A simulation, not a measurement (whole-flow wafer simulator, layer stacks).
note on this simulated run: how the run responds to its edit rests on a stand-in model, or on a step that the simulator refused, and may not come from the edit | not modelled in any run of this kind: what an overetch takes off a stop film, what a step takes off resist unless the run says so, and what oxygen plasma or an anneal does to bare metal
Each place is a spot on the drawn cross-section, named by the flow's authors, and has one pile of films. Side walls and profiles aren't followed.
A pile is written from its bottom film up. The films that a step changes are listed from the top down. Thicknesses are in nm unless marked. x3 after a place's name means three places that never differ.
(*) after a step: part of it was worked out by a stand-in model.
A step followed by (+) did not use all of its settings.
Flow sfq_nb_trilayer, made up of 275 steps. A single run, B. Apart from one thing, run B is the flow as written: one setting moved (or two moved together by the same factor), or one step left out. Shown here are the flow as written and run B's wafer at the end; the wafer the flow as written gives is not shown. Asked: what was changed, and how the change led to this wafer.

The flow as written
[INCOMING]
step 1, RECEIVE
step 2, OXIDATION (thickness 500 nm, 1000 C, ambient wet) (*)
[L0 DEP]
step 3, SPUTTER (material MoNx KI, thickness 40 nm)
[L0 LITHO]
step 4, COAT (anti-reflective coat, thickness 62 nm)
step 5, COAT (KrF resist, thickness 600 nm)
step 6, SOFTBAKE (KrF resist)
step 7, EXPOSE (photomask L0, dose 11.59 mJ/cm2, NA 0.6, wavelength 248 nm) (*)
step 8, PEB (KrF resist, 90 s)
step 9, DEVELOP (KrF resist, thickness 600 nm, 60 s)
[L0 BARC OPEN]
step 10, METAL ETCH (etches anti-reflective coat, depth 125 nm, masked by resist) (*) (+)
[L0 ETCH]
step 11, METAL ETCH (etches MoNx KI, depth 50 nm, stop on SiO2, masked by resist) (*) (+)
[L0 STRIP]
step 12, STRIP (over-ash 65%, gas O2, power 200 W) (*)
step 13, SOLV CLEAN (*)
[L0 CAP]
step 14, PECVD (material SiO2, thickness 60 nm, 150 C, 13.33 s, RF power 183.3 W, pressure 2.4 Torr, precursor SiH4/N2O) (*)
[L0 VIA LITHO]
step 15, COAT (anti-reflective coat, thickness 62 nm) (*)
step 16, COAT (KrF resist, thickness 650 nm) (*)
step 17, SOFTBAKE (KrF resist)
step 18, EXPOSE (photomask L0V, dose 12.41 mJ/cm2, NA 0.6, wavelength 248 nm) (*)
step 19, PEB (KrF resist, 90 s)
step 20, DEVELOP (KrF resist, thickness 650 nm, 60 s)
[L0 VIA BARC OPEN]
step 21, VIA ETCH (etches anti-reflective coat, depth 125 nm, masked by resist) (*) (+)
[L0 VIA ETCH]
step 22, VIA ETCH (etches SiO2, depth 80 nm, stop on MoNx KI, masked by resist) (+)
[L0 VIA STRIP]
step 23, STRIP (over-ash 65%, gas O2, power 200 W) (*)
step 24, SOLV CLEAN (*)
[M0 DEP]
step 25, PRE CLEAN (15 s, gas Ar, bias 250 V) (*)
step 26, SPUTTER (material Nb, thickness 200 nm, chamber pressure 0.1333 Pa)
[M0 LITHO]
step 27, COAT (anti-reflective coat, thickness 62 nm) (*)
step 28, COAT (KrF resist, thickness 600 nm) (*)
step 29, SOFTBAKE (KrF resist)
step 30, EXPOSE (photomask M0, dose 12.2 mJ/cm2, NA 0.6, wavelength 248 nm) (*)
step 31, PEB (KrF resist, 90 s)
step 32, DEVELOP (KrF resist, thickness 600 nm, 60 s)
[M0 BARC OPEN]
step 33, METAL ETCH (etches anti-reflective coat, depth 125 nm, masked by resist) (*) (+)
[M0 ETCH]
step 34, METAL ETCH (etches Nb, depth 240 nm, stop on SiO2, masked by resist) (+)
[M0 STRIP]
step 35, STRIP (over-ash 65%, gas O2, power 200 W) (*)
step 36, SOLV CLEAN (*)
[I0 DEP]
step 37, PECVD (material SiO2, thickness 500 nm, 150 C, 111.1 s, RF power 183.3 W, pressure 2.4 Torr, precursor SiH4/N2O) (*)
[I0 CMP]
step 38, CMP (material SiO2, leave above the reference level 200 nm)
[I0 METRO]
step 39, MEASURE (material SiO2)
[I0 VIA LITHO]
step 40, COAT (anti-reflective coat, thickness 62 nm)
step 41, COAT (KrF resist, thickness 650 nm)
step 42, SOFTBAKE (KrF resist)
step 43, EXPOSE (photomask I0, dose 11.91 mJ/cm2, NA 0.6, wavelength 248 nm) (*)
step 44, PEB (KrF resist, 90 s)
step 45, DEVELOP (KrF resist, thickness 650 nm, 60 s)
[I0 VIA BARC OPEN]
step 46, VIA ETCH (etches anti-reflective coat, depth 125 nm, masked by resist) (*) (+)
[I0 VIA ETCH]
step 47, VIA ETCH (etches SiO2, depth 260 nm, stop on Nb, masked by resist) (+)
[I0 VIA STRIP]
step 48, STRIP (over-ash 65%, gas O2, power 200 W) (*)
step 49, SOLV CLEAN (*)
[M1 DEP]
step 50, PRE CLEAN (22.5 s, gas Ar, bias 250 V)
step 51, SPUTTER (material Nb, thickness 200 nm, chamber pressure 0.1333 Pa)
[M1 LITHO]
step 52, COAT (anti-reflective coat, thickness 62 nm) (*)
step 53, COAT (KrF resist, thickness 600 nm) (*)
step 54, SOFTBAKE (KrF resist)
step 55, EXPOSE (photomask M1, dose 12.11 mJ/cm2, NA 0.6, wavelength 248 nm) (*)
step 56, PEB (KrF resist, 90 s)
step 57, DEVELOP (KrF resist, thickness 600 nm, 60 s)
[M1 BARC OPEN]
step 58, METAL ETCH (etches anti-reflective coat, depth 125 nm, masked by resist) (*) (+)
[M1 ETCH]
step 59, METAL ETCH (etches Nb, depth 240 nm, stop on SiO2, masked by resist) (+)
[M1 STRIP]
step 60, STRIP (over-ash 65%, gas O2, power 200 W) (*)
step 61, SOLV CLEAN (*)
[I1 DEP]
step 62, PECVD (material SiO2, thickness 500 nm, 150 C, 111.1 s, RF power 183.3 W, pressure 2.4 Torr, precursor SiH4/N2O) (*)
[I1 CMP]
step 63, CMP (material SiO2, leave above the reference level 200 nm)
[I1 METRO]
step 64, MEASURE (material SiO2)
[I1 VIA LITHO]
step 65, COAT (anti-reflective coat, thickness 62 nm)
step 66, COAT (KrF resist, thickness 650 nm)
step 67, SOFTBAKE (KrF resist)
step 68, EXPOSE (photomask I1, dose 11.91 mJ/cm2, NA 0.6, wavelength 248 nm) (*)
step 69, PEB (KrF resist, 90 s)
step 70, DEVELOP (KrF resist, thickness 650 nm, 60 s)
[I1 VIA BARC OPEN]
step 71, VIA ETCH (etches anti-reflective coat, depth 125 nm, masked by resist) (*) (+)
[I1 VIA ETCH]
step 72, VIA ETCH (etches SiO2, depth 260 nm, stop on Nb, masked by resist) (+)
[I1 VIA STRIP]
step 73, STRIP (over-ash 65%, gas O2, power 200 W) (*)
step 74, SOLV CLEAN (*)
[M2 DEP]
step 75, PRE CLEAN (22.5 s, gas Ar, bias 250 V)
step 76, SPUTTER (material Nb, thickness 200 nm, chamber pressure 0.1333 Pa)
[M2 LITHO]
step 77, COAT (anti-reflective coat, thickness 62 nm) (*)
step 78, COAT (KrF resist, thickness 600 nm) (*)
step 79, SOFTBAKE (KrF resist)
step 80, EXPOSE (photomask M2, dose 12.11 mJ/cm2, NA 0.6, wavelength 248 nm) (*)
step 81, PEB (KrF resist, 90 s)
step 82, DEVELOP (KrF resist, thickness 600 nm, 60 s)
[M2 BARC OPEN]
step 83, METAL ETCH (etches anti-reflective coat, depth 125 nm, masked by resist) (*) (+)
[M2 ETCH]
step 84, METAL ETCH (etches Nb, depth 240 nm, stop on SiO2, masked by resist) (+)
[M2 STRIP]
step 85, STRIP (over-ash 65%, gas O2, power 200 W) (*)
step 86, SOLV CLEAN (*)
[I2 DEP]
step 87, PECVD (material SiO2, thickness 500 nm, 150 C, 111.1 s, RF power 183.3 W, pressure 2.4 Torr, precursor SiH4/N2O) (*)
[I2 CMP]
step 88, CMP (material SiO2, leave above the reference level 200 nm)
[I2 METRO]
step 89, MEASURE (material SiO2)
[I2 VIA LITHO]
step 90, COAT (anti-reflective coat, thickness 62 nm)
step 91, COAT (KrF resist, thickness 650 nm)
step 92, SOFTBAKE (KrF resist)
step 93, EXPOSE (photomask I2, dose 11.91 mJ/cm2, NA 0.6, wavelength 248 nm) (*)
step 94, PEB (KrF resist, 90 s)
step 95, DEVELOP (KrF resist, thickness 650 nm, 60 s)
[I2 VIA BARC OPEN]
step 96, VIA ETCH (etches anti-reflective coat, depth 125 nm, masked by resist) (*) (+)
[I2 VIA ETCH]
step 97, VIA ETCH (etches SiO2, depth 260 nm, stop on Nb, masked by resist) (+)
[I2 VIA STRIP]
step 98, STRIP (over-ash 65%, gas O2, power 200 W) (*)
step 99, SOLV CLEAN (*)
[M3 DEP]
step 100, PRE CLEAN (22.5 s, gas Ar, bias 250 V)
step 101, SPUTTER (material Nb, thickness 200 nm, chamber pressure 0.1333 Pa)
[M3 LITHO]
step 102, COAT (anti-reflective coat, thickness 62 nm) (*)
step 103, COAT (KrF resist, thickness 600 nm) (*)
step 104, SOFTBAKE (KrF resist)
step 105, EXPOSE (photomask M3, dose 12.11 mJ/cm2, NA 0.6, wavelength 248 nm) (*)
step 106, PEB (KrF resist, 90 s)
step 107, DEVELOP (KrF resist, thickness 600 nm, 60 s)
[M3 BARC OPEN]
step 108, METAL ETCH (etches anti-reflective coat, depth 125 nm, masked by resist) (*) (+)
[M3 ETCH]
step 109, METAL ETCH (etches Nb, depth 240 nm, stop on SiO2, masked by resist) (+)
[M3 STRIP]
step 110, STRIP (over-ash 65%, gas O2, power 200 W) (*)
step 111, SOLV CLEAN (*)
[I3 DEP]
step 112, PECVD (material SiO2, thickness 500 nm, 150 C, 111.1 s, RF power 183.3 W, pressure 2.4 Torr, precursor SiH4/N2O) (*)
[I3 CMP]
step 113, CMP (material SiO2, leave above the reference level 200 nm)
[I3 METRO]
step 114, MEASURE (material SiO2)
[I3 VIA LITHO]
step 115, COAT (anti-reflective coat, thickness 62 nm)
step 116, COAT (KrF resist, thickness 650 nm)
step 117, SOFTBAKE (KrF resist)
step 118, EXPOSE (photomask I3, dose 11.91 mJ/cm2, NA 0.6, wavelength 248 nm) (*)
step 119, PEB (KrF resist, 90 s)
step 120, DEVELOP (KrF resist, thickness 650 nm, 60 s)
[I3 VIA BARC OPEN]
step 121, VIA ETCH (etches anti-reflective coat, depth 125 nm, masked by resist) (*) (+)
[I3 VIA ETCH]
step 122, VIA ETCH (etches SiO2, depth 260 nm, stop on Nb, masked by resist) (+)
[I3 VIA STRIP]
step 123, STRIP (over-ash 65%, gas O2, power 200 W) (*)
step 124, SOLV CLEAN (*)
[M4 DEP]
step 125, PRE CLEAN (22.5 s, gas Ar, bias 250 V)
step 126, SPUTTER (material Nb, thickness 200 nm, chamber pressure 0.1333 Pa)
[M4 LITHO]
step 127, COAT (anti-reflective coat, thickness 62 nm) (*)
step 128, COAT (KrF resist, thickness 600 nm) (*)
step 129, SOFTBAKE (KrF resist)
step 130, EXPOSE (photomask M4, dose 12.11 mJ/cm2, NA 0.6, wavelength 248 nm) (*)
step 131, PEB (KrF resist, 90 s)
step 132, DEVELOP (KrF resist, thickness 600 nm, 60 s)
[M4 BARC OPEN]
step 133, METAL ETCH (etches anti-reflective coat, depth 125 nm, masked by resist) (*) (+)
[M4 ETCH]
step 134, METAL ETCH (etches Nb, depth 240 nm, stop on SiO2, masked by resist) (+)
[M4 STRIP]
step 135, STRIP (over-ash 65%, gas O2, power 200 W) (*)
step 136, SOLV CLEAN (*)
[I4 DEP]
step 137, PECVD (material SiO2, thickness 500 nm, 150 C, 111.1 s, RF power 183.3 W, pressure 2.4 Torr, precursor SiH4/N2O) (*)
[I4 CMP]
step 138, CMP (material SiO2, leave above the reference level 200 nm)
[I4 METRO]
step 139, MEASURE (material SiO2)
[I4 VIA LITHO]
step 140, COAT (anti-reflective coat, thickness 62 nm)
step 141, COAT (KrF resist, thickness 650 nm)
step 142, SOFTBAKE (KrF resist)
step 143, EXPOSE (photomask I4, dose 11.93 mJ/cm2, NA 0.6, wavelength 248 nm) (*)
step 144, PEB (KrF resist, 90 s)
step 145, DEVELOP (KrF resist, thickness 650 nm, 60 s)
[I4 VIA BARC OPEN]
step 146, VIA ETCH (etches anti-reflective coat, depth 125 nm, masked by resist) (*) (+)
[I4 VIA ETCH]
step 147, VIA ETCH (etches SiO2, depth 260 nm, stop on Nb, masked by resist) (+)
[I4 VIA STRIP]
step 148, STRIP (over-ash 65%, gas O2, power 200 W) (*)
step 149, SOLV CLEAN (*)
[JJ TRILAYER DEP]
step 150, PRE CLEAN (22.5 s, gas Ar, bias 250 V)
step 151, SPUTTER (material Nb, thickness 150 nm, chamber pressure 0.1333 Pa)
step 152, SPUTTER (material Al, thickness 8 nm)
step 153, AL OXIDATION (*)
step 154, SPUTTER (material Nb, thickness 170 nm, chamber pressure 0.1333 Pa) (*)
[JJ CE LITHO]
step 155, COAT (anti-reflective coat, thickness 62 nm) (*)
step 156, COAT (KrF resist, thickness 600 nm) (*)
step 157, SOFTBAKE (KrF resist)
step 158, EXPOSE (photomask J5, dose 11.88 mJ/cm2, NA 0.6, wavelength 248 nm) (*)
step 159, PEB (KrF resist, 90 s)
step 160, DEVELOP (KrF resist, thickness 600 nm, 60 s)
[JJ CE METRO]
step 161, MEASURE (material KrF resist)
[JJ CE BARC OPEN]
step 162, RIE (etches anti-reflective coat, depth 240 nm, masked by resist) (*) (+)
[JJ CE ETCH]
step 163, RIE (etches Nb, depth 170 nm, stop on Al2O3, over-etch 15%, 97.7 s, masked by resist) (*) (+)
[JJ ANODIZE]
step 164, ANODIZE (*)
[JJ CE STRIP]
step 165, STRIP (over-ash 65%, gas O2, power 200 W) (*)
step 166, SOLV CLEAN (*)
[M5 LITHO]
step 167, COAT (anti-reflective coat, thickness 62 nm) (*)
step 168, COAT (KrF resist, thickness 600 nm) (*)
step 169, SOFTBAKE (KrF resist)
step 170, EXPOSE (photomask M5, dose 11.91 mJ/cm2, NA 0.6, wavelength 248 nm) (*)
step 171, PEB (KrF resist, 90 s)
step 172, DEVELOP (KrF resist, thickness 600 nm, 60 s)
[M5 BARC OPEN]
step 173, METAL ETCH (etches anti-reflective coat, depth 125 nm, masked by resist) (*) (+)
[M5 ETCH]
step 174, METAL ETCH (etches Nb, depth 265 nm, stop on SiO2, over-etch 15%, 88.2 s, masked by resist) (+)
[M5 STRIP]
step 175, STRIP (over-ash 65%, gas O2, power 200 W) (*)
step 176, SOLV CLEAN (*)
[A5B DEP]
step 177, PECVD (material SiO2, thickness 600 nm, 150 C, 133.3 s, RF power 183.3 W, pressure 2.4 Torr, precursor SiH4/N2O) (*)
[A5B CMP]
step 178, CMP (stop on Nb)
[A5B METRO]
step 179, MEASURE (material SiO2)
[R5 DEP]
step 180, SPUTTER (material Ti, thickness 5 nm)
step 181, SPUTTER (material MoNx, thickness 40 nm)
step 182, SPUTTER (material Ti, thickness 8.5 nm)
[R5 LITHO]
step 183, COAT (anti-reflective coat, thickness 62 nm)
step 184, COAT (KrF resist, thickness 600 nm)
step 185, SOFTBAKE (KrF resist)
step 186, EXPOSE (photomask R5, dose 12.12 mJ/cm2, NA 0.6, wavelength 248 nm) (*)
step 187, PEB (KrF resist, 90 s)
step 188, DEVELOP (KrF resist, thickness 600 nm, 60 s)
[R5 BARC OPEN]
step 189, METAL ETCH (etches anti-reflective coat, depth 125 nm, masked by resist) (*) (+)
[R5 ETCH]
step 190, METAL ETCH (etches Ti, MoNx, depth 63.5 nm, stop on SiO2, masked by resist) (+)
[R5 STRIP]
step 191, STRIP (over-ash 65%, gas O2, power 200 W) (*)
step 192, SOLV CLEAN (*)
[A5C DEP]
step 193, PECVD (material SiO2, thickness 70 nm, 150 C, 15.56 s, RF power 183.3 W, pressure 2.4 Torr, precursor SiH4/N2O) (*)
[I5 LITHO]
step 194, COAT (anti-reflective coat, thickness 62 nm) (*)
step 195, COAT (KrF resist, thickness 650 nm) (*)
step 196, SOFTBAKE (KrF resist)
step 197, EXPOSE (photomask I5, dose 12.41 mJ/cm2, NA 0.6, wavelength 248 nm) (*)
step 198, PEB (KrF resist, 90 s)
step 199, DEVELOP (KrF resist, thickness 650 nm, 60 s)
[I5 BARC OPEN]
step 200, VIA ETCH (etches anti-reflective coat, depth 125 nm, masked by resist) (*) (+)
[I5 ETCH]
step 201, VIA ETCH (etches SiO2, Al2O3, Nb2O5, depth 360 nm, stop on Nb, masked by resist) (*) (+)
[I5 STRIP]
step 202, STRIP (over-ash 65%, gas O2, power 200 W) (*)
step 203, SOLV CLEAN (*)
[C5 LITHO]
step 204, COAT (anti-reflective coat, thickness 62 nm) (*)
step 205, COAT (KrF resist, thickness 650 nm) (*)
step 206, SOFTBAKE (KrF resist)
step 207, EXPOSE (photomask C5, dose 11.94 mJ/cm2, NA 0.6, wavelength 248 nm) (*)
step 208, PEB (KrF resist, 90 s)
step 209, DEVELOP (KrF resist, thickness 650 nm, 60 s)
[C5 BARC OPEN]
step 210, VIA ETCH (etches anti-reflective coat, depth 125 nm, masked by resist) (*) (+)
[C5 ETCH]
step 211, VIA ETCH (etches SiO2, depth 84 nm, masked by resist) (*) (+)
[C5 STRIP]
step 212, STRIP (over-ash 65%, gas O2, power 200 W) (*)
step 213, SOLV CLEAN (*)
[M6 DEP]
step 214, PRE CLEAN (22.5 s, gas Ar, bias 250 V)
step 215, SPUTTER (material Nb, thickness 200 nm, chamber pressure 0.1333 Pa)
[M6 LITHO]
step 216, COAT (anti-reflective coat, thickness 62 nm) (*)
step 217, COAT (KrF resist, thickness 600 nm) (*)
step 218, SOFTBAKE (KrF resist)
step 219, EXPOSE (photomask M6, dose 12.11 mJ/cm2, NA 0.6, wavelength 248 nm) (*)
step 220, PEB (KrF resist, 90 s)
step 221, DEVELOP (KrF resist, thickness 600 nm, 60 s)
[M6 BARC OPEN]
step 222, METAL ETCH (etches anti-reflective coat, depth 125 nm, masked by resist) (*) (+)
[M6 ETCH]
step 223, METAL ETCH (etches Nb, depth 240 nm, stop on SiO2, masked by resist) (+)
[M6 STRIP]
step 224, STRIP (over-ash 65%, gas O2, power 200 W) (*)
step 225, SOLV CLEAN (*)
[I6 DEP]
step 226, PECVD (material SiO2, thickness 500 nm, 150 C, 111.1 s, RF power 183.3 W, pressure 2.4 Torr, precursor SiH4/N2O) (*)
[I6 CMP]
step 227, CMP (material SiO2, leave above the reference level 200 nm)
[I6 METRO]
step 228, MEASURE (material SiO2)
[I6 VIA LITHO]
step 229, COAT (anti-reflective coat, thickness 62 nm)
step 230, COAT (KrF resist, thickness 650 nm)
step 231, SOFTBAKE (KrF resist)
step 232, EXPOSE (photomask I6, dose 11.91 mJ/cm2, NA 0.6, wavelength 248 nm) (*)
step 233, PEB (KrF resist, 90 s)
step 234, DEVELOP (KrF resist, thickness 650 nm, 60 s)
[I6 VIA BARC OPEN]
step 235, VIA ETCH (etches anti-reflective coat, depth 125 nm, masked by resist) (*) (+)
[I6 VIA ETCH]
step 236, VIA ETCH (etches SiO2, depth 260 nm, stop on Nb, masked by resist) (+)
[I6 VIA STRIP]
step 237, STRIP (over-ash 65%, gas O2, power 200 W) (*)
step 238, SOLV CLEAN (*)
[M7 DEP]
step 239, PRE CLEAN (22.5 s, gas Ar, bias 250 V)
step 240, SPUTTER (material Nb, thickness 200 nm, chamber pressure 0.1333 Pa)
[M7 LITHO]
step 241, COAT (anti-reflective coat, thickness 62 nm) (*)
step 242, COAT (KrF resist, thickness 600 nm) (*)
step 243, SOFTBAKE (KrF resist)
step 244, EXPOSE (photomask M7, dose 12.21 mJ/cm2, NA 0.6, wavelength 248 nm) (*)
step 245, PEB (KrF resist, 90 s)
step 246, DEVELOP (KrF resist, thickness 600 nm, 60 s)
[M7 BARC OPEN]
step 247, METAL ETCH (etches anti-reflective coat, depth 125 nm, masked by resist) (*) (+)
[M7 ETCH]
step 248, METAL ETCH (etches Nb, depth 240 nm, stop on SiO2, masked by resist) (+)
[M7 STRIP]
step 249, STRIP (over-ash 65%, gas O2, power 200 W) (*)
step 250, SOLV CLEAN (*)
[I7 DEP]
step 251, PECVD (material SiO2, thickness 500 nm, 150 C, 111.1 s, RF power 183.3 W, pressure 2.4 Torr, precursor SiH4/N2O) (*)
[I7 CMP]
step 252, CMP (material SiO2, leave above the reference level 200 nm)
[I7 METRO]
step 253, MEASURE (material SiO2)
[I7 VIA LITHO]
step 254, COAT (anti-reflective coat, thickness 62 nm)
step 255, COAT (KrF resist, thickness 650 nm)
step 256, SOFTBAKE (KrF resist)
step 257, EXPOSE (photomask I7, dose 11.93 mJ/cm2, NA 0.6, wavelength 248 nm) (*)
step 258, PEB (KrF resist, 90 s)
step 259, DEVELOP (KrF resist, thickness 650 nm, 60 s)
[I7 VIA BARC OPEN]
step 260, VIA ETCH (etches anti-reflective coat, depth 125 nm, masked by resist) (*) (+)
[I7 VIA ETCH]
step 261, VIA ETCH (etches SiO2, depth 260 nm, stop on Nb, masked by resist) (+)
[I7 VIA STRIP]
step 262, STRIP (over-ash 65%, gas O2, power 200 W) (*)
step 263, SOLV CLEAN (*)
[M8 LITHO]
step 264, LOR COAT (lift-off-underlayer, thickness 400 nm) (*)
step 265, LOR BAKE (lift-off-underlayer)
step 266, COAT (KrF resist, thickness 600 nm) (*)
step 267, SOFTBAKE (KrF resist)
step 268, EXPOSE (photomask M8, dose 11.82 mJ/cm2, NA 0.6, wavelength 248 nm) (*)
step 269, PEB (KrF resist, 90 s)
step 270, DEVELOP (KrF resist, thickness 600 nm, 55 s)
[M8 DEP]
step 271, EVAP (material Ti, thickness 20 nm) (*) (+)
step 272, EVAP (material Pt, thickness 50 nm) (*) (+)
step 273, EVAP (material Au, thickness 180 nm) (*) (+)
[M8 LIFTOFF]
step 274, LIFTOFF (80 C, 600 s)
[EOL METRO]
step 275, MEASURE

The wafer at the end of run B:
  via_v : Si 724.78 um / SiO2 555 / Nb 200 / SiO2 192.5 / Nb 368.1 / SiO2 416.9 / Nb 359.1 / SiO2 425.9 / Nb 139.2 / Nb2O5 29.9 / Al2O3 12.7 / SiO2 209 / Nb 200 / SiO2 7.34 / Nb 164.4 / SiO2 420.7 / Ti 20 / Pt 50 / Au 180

What caused this: step 236, VIA ETCH: depth 185 nm was run, while the flow as written has depth 260 nm.

How this came from the change, step by step:
  step 236, VIA ETCH (etches SiO2, depth 260 nm, stop on Nb, masked by resist) (+)
      via_v: SiO2 loses 185 (as written it would have been: SiO2 loses 199.8 (all of it))
      field_l, v_sur, via_wl and 102 more: KrF resist loses 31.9 (as written it would have been: KrF resist loses 44.8)
  step 237, STRIP (over-ash 65%, gas O2, power 200 W) (*)
      field_l, v_sur, via_wl and 102 more: KrF resist loses 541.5 (all of it), anti-reflective coat loses 62 (all of it) (as written it would have been: KrF resist loses 528.6 (all of it), anti-reflective coat loses 62 (all of it))
  step 239, PRE CLEAN (22.5 s, gas Ar, bias 250 V)
      via_v: SiO2 loses 7.5 (as written it would have been: Nb loses 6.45)
  step 240, SPUTTER (material Nb, thickness 200 nm, chamber pressure 0.1333 Pa)
      via_v: Nb gains 164.4 (new film) (as written it would have been: Nb gains 161.1)
  step 241, COAT (anti-reflective coat, thickness 62 nm) (*)
      via_v: anti-reflective coat gains 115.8 (new film) (as written it would have been: anti-reflective coat gains 126 (new film))
      wire: anti-reflective coat gains 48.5 (new film) (as written it would have been: anti-reflective coat gains 50.3 (new film))
  step 249, STRIP (over-ash 65%, gas O2, power 200 W) (*)
      via_v: KrF resist loses 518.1 (all of it), anti-reflective coat loses 115.8 (all of it) (as written it would have been: KrF resist loses 524.5 (all of it), anti-reflective coat loses 126 (all of it))
      wire: KrF resist loses 375.9 (all of it), anti-reflective coat loses 48.5 (all of it) (as written it would have been: KrF resist loses 374.1 (all of it), anti-reflective coat loses 50.3 (all of it))
  step 251, PECVD (material SiO2, thickness 500 nm, 150 C, 111.1 s, RF power 183.3 W, pressure 2.4 Torr, precursor SiH4/N2O) (*)
      via_v: SiO2 gains 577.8 (new film) (as written it would have been: SiO2 gains 621 (new film))
  step 252, CMP (material SiO2, leave above the reference level 200 nm)
      via_v: SiO2 loses 157.1 (as written it would have been: SiO2 loses 183.1)
Taking metal films that touch as one body, via_v has 7 bodies (between them, from the top down: SiO2 420.7; SiO2 7.34; SiO2 209 / Al2O3 12.7 / Nb2O5 29.9; SiO2 425.9; SiO2 416.9; SiO2 192.5); the flow as written gives 6 bodies (between them, from the top down: SiO2 437.8; SiO2 209 / Al2O3 12.7 / Nb2O5 29.9; SiO2 425.9; SiO2 416.9; SiO2 192.5).
